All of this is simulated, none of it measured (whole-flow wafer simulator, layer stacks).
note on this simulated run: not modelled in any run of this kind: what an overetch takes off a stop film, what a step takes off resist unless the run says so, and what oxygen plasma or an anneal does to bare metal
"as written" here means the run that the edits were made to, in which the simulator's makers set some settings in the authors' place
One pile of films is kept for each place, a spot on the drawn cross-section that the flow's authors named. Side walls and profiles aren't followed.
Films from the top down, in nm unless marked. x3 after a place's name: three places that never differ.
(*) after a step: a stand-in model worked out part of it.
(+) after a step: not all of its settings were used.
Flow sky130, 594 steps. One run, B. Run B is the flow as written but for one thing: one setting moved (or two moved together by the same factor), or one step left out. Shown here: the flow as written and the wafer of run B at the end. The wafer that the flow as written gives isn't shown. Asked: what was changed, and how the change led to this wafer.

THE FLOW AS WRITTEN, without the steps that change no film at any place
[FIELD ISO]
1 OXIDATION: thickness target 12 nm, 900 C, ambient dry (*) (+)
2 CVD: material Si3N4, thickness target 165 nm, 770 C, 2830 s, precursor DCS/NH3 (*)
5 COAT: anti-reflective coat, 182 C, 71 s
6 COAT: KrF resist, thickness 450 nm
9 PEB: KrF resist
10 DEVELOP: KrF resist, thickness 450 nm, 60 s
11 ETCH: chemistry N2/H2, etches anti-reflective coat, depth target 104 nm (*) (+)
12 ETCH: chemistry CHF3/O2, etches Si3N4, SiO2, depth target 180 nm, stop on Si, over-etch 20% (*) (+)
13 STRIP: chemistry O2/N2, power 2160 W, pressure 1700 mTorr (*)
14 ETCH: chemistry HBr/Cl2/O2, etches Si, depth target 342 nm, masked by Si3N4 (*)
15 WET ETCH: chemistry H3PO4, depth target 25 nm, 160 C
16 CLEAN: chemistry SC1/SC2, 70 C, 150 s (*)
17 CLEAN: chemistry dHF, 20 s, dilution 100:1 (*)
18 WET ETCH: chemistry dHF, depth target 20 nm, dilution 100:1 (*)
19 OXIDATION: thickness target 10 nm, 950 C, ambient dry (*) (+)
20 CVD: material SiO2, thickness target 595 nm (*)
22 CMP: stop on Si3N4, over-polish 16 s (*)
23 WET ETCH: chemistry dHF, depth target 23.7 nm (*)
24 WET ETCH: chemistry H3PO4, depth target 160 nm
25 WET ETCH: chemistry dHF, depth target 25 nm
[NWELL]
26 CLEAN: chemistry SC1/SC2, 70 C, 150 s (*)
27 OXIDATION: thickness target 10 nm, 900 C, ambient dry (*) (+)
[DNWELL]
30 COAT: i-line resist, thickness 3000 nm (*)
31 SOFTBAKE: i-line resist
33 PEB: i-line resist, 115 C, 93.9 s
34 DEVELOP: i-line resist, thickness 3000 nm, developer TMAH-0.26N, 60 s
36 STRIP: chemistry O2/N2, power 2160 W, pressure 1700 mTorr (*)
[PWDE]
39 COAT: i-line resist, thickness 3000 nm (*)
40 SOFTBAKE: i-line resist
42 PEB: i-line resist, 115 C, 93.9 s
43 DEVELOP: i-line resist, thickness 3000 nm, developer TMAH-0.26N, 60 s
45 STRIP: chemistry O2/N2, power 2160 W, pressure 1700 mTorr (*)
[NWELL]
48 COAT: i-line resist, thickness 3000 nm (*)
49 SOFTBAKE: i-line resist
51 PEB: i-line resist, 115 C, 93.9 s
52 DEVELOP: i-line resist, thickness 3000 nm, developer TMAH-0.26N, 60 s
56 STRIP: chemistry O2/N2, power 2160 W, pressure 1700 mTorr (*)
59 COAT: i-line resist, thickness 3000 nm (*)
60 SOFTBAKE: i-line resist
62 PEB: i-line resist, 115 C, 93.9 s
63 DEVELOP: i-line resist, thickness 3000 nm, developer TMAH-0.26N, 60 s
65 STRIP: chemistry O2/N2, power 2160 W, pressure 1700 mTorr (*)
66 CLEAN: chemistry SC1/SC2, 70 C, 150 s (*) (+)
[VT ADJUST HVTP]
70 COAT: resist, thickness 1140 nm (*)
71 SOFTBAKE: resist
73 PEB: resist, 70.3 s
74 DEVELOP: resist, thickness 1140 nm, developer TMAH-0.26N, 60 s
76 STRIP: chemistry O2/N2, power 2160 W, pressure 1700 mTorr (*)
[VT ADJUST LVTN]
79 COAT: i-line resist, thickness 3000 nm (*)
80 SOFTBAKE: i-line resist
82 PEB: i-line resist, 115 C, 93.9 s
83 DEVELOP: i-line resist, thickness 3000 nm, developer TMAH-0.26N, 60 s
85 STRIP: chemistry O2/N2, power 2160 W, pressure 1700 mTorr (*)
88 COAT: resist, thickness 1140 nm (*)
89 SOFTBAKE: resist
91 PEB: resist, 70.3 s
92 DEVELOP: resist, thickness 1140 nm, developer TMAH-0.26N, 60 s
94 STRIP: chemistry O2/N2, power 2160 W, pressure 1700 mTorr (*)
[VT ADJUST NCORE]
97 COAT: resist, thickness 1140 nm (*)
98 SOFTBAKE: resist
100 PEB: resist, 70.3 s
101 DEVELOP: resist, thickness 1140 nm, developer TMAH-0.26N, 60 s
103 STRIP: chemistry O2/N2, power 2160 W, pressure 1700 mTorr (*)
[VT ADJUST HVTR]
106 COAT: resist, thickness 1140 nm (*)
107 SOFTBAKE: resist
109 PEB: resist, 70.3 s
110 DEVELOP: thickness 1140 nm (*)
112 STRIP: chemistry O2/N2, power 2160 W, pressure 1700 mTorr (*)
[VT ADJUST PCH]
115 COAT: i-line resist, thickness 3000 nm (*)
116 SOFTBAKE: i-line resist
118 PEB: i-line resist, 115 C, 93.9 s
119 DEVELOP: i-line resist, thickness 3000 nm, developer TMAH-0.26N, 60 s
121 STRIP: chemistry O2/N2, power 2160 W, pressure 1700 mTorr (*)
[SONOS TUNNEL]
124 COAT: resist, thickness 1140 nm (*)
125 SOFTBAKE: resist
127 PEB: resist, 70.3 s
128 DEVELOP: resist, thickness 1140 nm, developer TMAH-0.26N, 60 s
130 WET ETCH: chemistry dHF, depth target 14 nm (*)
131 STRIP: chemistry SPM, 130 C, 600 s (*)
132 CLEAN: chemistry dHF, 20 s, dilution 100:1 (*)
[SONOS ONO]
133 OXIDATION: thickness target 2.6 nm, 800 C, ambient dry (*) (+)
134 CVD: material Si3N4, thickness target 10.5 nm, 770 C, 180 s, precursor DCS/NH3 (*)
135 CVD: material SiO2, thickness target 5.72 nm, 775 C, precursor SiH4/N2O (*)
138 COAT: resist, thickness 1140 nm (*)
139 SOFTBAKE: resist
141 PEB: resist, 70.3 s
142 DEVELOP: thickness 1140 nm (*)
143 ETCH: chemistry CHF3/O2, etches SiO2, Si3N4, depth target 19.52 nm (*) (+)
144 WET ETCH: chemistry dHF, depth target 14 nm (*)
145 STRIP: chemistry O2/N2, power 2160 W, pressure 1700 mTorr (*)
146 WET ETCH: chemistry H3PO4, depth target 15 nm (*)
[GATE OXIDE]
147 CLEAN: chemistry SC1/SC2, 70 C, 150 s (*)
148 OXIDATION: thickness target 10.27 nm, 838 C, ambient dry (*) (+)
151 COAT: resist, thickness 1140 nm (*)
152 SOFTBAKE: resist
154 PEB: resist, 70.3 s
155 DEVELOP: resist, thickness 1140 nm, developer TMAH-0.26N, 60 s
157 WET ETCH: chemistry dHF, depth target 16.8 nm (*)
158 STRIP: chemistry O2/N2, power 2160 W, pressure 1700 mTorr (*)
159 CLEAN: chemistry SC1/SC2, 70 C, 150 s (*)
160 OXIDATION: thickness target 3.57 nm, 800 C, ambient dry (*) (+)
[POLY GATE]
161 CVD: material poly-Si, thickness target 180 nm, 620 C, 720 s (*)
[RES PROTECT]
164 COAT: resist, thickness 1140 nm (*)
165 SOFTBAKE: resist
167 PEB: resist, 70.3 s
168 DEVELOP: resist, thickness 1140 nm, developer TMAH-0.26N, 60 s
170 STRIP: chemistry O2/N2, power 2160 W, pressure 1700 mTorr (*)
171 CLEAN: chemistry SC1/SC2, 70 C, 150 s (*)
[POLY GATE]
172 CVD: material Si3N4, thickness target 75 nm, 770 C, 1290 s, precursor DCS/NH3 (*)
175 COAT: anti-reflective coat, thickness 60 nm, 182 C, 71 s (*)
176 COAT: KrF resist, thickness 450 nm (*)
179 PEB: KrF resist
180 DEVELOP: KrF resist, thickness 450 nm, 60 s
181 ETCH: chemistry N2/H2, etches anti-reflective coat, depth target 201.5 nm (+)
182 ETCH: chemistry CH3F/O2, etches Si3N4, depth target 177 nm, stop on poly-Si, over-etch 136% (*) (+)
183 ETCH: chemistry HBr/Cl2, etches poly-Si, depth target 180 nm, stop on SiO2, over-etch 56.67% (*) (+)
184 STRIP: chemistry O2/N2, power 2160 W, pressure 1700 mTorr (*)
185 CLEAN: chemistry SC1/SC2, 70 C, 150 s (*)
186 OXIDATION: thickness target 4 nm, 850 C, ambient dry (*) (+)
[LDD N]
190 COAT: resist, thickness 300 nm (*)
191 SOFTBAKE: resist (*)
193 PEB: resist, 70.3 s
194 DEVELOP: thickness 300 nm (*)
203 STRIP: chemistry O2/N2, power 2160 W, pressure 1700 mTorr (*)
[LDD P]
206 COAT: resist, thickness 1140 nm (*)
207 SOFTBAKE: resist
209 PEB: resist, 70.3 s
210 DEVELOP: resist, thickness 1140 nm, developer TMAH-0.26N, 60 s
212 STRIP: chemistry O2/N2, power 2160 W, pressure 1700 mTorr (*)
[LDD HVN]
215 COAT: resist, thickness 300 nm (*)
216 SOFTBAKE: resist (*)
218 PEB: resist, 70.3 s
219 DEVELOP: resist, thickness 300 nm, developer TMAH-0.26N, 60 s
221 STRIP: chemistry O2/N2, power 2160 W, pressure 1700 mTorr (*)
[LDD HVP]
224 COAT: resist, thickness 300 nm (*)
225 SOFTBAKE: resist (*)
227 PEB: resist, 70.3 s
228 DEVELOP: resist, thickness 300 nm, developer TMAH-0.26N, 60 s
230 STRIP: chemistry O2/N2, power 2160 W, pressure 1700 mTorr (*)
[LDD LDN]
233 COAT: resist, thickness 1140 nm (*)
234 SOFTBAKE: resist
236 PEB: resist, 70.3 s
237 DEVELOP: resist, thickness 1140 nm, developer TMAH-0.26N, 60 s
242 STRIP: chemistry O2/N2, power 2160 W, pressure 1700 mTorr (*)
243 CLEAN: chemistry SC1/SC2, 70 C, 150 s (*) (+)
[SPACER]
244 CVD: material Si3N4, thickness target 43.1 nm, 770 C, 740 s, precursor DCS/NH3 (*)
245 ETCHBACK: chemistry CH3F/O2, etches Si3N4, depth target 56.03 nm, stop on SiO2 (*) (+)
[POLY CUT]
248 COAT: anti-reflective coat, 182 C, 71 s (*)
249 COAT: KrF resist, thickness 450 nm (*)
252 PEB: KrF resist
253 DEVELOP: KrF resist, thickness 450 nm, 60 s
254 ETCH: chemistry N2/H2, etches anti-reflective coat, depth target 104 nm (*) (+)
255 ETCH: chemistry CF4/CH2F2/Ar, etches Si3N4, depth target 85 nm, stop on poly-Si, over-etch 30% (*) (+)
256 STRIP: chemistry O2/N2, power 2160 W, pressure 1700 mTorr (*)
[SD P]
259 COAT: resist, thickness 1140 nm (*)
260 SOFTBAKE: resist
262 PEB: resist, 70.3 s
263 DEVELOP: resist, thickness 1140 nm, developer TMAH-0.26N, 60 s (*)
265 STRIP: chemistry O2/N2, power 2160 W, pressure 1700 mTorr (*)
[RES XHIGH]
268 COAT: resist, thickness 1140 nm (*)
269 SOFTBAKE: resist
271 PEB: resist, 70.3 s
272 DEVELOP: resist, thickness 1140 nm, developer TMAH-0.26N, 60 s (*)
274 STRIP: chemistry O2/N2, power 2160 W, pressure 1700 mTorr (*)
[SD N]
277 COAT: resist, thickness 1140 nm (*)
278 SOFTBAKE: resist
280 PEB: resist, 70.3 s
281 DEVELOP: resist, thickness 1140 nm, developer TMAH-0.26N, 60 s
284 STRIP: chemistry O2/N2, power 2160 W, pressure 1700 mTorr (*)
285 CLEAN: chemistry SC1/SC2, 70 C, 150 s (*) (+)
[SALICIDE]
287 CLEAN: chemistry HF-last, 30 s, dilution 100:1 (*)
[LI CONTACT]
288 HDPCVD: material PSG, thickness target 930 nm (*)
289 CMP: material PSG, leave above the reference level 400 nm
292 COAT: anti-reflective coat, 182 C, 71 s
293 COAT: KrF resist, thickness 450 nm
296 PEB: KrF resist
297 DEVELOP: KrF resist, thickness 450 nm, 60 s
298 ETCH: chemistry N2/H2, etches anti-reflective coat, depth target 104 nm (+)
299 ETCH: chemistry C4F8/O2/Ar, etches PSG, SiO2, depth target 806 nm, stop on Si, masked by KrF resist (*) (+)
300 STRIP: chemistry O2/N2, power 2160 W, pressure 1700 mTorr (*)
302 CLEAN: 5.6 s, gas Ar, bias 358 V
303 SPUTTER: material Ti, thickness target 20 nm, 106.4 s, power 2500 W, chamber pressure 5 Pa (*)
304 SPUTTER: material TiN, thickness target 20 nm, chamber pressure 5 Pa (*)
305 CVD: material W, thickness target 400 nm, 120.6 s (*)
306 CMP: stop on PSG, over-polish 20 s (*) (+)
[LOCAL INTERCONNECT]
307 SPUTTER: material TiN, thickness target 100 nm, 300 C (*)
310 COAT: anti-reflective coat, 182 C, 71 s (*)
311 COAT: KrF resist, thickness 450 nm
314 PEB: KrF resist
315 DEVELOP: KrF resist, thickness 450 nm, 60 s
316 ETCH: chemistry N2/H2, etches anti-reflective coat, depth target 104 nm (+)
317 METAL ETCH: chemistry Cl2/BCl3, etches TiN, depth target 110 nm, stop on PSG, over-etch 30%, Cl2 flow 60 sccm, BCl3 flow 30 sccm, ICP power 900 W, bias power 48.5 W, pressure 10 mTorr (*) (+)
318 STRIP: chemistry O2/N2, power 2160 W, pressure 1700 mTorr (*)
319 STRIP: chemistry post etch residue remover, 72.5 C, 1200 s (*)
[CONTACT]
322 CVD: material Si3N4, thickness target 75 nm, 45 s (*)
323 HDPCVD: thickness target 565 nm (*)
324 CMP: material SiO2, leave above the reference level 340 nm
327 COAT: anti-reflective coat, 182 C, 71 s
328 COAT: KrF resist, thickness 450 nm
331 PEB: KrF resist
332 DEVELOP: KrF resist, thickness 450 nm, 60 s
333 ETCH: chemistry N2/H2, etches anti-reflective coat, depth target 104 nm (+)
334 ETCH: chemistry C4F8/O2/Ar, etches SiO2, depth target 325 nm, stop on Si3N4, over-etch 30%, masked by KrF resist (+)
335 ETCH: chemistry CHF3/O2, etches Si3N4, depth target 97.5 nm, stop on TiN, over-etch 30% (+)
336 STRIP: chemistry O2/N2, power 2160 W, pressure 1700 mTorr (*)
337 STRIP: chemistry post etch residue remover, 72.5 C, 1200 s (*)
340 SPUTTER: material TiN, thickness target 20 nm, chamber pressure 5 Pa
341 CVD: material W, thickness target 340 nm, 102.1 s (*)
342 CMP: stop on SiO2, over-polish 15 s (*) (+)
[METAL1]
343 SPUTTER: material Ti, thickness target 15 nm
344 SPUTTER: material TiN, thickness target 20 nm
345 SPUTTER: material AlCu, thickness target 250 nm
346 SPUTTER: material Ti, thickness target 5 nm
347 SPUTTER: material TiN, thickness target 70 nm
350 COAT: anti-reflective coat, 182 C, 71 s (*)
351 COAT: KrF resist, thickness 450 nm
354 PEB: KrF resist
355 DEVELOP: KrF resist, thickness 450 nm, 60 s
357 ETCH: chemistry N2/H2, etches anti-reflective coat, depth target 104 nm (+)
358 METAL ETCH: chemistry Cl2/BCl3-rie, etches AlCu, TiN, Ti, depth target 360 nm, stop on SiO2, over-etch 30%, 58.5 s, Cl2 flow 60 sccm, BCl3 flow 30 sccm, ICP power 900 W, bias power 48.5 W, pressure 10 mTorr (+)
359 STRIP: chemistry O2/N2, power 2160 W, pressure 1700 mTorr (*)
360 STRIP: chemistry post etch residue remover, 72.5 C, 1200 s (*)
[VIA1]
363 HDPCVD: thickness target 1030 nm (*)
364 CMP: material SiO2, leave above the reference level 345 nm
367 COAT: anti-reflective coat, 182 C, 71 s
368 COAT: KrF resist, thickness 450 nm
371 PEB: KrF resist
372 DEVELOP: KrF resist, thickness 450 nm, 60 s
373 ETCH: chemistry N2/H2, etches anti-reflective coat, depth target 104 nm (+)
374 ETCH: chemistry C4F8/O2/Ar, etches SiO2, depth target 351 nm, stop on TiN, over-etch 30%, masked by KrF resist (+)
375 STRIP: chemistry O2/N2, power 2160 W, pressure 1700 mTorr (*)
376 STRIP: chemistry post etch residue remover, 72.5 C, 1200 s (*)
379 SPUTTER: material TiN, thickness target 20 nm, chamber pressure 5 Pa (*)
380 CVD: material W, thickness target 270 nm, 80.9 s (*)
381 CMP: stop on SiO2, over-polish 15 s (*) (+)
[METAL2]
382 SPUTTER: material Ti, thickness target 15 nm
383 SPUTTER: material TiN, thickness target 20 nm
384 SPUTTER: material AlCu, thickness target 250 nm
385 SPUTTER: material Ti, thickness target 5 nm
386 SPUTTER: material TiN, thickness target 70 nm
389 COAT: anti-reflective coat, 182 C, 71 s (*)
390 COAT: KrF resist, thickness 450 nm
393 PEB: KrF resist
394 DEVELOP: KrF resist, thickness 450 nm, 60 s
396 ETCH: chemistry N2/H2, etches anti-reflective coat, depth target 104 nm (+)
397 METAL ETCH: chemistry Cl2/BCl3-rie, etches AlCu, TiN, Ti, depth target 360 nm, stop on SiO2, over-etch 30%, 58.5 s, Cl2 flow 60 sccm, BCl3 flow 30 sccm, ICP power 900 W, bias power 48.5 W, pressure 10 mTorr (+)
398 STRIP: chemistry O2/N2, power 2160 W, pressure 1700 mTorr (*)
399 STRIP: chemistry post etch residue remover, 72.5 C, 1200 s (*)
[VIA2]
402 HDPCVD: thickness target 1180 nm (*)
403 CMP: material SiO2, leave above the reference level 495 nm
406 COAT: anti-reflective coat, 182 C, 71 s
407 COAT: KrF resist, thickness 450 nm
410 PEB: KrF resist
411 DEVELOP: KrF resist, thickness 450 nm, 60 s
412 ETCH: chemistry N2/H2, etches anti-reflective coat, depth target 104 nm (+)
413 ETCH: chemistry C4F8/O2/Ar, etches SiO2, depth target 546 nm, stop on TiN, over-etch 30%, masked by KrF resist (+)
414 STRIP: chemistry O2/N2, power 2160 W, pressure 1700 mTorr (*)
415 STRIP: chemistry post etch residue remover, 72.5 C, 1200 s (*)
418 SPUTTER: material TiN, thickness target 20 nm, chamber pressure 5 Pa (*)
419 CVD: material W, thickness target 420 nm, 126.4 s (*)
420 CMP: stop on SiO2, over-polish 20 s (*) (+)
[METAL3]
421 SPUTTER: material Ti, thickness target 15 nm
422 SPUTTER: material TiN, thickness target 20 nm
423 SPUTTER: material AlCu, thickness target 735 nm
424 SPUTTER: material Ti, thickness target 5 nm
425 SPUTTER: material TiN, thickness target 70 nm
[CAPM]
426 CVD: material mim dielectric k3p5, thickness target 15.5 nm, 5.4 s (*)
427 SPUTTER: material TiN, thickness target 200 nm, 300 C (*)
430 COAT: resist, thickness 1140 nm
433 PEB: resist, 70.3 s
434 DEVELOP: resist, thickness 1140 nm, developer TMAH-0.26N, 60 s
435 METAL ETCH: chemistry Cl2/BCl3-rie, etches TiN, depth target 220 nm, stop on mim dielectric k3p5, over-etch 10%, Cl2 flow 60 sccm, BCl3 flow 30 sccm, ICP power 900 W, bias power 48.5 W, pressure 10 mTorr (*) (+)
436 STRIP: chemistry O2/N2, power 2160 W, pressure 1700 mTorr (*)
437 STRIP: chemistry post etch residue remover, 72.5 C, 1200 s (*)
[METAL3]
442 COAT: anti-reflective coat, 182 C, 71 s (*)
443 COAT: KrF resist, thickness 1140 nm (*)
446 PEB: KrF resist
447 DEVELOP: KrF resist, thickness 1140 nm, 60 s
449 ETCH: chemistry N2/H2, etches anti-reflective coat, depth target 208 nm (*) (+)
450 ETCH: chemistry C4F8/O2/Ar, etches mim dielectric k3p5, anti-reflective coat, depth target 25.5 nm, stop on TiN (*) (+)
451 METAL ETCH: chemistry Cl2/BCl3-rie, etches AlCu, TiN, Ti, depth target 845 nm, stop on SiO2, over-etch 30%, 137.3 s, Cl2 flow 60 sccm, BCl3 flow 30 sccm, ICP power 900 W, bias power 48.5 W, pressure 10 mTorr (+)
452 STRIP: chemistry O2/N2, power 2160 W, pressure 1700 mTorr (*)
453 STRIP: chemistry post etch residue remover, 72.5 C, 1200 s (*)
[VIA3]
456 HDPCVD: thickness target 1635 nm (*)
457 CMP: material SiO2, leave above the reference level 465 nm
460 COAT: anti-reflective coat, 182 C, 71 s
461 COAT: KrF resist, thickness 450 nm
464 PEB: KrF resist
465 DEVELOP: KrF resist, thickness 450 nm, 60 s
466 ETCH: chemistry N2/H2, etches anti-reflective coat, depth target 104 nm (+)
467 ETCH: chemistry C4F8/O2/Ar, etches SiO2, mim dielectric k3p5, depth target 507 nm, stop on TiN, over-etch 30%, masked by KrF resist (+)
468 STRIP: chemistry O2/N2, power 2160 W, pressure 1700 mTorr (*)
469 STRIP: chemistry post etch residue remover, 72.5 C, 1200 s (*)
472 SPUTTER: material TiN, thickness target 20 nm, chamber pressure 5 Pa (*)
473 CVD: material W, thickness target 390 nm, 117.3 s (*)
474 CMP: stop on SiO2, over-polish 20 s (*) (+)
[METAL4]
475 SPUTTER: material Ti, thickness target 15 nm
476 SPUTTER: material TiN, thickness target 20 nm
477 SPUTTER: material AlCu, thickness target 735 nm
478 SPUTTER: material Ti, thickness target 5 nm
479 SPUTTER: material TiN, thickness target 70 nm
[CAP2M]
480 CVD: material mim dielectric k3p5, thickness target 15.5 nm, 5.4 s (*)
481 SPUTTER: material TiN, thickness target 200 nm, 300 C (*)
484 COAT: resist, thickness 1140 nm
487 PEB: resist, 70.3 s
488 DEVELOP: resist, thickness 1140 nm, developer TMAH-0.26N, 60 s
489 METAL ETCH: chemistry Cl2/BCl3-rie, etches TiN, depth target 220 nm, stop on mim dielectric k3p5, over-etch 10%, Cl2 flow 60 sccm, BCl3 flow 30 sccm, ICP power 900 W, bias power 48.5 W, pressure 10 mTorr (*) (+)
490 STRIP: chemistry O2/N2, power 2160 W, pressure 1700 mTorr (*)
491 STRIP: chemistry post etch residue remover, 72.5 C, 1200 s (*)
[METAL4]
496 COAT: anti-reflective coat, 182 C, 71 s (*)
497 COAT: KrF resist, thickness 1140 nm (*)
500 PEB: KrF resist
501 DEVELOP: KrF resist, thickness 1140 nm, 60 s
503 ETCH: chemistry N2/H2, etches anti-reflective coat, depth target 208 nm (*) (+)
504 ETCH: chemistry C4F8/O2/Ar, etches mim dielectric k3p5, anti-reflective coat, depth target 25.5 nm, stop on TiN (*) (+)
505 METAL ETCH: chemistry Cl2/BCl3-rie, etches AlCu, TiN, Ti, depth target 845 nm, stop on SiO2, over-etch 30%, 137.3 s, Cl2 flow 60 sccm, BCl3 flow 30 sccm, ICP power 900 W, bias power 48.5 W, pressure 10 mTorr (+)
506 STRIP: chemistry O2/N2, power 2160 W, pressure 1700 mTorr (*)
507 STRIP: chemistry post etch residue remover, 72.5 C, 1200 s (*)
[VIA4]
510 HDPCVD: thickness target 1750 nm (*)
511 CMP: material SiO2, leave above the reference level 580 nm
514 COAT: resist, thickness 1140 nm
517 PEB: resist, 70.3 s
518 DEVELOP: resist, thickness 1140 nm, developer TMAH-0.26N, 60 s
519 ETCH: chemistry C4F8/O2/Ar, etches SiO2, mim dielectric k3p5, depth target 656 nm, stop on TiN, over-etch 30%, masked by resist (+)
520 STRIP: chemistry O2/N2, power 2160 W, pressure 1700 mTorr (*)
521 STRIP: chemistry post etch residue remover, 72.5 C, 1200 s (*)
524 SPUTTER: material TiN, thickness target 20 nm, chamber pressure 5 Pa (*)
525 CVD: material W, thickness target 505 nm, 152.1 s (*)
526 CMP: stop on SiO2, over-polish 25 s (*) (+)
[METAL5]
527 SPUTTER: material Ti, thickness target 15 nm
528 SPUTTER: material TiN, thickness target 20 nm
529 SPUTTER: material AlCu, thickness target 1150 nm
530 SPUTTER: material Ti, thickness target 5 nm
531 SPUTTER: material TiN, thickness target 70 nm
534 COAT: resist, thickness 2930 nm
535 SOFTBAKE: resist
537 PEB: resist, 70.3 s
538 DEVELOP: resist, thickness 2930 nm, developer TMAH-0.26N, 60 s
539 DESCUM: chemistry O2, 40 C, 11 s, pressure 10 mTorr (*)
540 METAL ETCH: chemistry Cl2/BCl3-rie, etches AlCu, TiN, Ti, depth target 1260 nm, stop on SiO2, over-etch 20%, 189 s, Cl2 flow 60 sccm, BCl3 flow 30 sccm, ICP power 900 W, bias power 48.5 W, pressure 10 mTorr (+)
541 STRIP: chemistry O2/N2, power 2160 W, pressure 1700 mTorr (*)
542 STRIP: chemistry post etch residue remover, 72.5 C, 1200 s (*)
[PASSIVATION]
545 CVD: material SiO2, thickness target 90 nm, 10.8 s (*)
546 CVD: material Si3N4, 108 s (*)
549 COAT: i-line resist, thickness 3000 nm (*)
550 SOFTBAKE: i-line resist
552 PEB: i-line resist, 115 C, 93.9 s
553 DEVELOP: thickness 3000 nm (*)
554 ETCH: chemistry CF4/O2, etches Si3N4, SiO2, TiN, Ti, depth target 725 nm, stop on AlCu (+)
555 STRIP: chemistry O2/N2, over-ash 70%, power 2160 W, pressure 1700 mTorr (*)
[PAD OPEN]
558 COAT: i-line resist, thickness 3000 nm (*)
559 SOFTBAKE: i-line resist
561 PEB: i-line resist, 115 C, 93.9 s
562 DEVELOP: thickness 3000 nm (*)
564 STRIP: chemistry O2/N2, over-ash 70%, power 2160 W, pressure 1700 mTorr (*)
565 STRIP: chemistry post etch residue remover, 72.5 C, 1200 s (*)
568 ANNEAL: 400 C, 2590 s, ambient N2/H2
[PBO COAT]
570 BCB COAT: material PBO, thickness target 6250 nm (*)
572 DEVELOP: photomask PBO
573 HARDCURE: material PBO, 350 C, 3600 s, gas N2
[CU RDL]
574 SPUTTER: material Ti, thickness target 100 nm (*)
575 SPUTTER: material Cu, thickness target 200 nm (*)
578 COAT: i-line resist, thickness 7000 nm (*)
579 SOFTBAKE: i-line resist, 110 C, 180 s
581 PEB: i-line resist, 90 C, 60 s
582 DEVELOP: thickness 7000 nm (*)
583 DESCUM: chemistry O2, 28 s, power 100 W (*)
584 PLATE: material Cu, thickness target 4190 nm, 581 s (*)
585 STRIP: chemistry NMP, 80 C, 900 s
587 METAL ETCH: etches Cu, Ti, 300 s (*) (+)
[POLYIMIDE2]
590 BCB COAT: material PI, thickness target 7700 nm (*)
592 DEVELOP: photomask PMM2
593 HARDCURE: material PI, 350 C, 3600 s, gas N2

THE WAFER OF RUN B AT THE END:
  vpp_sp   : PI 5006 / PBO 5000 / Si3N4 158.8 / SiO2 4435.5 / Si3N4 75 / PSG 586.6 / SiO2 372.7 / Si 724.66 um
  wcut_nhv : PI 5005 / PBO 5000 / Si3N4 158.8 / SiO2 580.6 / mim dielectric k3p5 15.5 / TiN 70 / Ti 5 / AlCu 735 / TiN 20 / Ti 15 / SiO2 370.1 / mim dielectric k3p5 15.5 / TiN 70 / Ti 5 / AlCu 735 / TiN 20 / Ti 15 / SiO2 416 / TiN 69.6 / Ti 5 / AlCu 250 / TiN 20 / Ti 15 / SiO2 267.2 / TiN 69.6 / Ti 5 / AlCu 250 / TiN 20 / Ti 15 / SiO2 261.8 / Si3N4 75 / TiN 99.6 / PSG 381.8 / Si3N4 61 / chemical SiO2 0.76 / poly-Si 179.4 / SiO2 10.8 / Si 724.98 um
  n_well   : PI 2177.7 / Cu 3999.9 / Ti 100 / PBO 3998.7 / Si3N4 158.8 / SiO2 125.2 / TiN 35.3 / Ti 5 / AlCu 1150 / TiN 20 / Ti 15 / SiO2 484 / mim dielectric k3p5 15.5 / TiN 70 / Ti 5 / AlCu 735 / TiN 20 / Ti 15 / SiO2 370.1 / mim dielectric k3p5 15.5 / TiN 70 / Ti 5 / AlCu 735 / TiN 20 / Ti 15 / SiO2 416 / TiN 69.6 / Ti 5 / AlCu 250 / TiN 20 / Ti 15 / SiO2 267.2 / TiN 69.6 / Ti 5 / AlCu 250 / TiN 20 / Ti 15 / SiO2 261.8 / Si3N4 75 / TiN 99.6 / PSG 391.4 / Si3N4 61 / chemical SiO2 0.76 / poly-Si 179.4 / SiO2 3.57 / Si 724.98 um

The cause: step 531, SPUTTER: thickness target 35.7 nm was run, where the flow has thickness target 70 nm.

How the change led to this, step by step:
  531 SPUTTER: material TiN, thickness target 70 nm
      field, active, n_well and 190 more: TiN +35.7 (new film) (as written it would be: TiN +70 (new film))
  540 METAL ETCH: chemistry Cl2/BCl3-rie, etches AlCu, TiN, Ti, depth target 1260 nm, stop on SiO2, over-etch 20%, 189 s, Cl2 flow 60 sccm, BCl3 flow 30 sccm, ICP power 900 W, bias power 48.5 W, pressure 10 mTorr (+)
      field, active, gate and 175 more: TiN -35.7 (all of it), Ti -5 (all of it), AlCu -1150 (all of it), TiN -20 (all of it), Ti -15 (all of it), SiO2 -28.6 (as written it would be: TiN -70 (all of it), Ti -5 (all of it), AlCu -1150 (all of it), TiN -20 (all of it), Ti -15 (all of it), SiO2 -25.2)
  550 SOFTBAKE: i-line resist
      gate_p_lvt, iso_guard_hv_nw: i-line resist +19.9 (as written it would be: i-line resist +20.6)
      gate: i-line resist -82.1 (as written it would be: i-line resist -85.5)
      (and at 57 more places)
  554 ETCH: chemistry CF4/O2, etches Si3N4, SiO2, TiN, Ti, depth target 725 nm, stop on AlCu (+)
      field, active, n_well and 189 more: i-line resist -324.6 (as written it would be: i-line resist -358.9)
      pad: Si3N4 -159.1 (all of it), SiO2 -125.2 (all of it), TiN -35.3 (all of it), Ti -5 (all of it) (as written it would be: Si3N4 -159.1 (all of it), SiO2 -125.2 (all of it), TiN -69.6 (all of it), Ti -5 (all of it))
  555 STRIP: chemistry O2/N2, over-ash 70%, power 2160 W, pressure 1700 mTorr (*)
      n_well, p_well, sd_n, sd_p: i-line resist -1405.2 (all of it) (as written it would be: i-line resist -1340.8 (all of it))
      ndiff_licon_rim, ndiff_licon: i-line resist -1432.5 (all of it) (as written it would be: i-line resist -1368.9 (all of it))
      (and at 7 more places)
  559 SOFTBAKE: i-line resist
      gate_p_lvt, iso_guard_hv_nw: i-line resist +19.9 (as written it would be: i-line resist +20.6)
      gate: i-line resist -82.1 (as written it would be: i-line resist -85.5)
      (and at 62 more places)
  579 SOFTBAKE: i-line resist, 110 C, 180 s
      m5_stack_ln: i-line resist -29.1 (as written it would be: i-line resist -30)
